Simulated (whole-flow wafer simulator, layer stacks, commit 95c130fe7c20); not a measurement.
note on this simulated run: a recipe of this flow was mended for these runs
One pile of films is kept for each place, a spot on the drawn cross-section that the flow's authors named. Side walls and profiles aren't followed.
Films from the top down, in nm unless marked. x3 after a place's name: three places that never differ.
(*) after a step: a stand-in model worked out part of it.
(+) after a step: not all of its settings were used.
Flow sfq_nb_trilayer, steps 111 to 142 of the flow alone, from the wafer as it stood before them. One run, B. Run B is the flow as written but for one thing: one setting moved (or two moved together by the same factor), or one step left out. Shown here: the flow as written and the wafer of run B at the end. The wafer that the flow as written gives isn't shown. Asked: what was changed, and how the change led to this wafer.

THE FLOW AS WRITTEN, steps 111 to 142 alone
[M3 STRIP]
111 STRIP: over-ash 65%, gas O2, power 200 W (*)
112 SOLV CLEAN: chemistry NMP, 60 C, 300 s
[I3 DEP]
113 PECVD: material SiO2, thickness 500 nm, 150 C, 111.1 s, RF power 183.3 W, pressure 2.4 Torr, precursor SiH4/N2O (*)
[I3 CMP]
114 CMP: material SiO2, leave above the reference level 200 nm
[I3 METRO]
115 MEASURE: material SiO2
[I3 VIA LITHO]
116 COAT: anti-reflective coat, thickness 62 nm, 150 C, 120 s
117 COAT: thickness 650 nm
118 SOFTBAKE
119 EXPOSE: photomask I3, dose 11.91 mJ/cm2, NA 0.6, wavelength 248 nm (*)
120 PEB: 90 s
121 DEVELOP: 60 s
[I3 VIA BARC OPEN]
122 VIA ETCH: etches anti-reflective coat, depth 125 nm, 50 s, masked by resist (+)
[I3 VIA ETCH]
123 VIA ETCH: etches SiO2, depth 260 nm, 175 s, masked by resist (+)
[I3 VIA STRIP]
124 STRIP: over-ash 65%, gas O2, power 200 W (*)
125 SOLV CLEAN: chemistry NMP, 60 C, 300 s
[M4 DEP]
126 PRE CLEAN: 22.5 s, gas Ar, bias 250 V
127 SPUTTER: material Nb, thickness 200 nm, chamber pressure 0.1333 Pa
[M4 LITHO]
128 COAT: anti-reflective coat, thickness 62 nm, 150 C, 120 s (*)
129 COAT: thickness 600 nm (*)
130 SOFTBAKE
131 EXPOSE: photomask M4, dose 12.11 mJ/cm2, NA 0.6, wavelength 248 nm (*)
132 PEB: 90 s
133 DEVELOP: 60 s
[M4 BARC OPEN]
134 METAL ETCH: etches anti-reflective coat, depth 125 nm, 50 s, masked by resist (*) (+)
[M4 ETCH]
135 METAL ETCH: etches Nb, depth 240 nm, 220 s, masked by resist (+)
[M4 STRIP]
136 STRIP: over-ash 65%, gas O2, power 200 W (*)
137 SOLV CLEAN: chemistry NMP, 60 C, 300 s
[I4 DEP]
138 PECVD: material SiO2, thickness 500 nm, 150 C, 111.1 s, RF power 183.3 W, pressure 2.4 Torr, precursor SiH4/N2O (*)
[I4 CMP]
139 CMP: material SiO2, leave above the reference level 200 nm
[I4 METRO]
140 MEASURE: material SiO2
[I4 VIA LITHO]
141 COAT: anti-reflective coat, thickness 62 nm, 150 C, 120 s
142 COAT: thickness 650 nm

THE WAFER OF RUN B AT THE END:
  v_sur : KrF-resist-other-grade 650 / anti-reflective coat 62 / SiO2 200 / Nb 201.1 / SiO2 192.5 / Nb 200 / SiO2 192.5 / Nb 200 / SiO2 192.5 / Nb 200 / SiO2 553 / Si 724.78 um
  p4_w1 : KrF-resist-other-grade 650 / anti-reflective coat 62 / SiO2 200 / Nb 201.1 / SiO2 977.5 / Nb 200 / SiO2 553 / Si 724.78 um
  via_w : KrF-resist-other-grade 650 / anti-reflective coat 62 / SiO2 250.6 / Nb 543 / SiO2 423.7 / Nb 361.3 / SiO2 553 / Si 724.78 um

The cause: step 113, PECVD: material SiO2, thickness 500 nm, 150 C, 111.1 s, RF power 183.3 W, pressure 2.4 Torr, precursor SiH4/N2O (*), was left out.

How the change led to this, step by step:
  114 CMP: material SiO2, leave above the reference level 200 nm
      field_l, be, be_sur and 64 more: nothing (as written it would be: SiO2 -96)
      v_sur, via_wl, via_wr and 27 more: Nb -192.5 (as written it would be: SiO2 -300)
      (and at 9 more places)
  116 COAT: anti-reflective coat, thickness 62 nm, 150 C, 120 s
      m0r_space_l, m0r_space_r, r5r_line_c, m6r_space_l x2, m6r_space_r x2: anti-reflective coat +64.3 (new film) (as written it would be: anti-reflective coat +62 (new film))
      m0r_line_l x3, m0r_line_r x3: anti-reflective coat +63.5 (new film) (as written it would be: anti-reflective coat +62 (new film))
      (and at 46 more places)
  123 VIA ETCH: etches SiO2, depth 260 nm, 175 s, masked by resist (+)
      via_v: Nb -7.5 (all of it), SiO2 -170 (as written it would be: SiO2 -199.7 (all of it), Nb -5.03)
  124 STRIP: over-ash 65%, gas O2, power 200 W (*)
      m0r_space_l, m0r_space_r, r5r_line_c, m6r_space_l x2, m6r_space_r x2: KrF-resist-other-grade -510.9 (all of it), anti-reflective coat -64.3 (all of it) (as written it would be: KrF-resist-other-grade -510.8 (all of it), anti-reflective coat -62 (all of it))
      m0r_line_l x3, m0r_line_r x3: KrF-resist-other-grade -511.6 (all of it), anti-reflective coat -63.5 (all of it) (as written it would be: KrF-resist-other-grade -510.8 (all of it), anti-reflective coat -62 (all of it))
      (and at 46 more places)
  126 PRE CLEAN: 22.5 s, gas Ar, bias 250 V
      v_sur, via_wl, via_w and 27 more: Nb -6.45 (as written it would be: SiO2 -7.5)
      via_v: SiO2 -7.5 (as written it would be: Nb -6.45)
  127 SPUTTER: material Nb, thickness 200 nm, chamber pressure 0.1333 Pa
      v_sur, via_wl, via_wr and 26 more: Nb +200 (as written it would be: Nb +200 (new film))
      via_w: Nb +196.4 (as written it would be: Nb +200 (new film))
      (and at 1 more place)
  128 COAT: anti-reflective coat, thickness 62 nm, 150 C, 120 s (*)
      m0r_space_l, m0r_space_r, r5r_line_c, m6r_space_l x2, m6r_space_r x2: anti-reflective coat +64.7 (new film) (as written it would be: anti-reflective coat +62 (new film))
      wl_d_sl, wl_d_sr, r5r_spacepad_l, r5r_spacepad_r, m8r_pad_l, m8r_pad_r: anti-reflective coat +65.5 (new film) (as written it would be: anti-reflective coat +62 (new film))
      (and at 50 more places)
  129 COAT: thickness 600 nm (*)
      via_v: KrF-resist-other-grade +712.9 (new film) (as written it would be: KrF-resist-other-grade +739.4 (new film))
  134 METAL ETCH: etches anti-reflective coat, depth 125 nm, 50 s, masked by resist (*) (+)
      m0r_space_l, m0r_space_r, r5r_line_c, m6r_space_l x2, m6r_space_r x2: anti-reflective coat -64.7 (all of it) (as written it would be: anti-reflective coat -62 (all of it))
      wl_d_sl, wl_d_sr, r5r_spacepad_l, r5r_spacepad_r, m8r_pad_l, m8r_pad_r: anti-reflective coat -65.5 (all of it) (as written it would be: anti-reflective coat -62 (all of it))
      (and at 27 more places)
  136 STRIP: over-ash 65%, gas O2, power 200 W (*)
      p3_l2, p3_l3, p3_l4: KrF-resist-other-grade -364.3 (all of it), anti-reflective coat -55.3 (all of it) (as written it would be: KrF-resist-other-grade -364.6 (all of it), anti-reflective coat -62 (all of it))
      v_sur: KrF-resist-other-grade -363 (all of it), anti-reflective coat -49.8 (all of it) (as written it would be: KrF-resist-other-grade -360.6 (all of it), anti-reflective coat -64.7 (all of it))
      (and at 19 more places)
  138 PECVD: material SiO2, thickness 500 nm, 150 C, 111.1 s, RF power 183.3 W, pressure 2.4 Torr, precursor SiH4/N2O (*)
      p3_s0, p3_s1, p3_s2, p3_s3, p3_s4, p3_s5: SiO2 +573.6 (as written it would be: SiO2 +561.1)
      via_v: SiO2 +590.2 (new film) (as written it would be: SiO2 +621.2 (new film))
  139 CMP: material SiO2, leave above the reference level 200 nm
      field_l, be, be_sur and 55 more: SiO2 -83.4 (as written it would be: SiO2 -96)
      ln_m5, lsp_m, ln_m6, p4_fl, p4_fm, p4_g1, p4_g2, p4_fr: SiO2 -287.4 (as written it would be: SiO2 -300)
      (and at 4 more places)
Counting metal films that touch as one body, v_sur has 4 bodies (between them, from the top down: SiO2 192.5; SiO2 192.5; SiO2 192.5); the flow as written gives 5 bodies (between them, from the top down: SiO2 192.5; SiO2 192.5; SiO2 192.5; SiO2 192.5).
Counting metal films that touch as one body, p4_w1 has 2 bodies (between them, from the top down: SiO2 977.5); the flow as written gives 3 bodies (between them, from the top down: SiO2 192.5; SiO2 977.5).
Counting metal films that touch as one body, via_w has 2 bodies (between them, from the top down: SiO2 423.7); the flow as written gives 3 bodies (between them, from the top down: SiO2 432; SiO2 423.7).
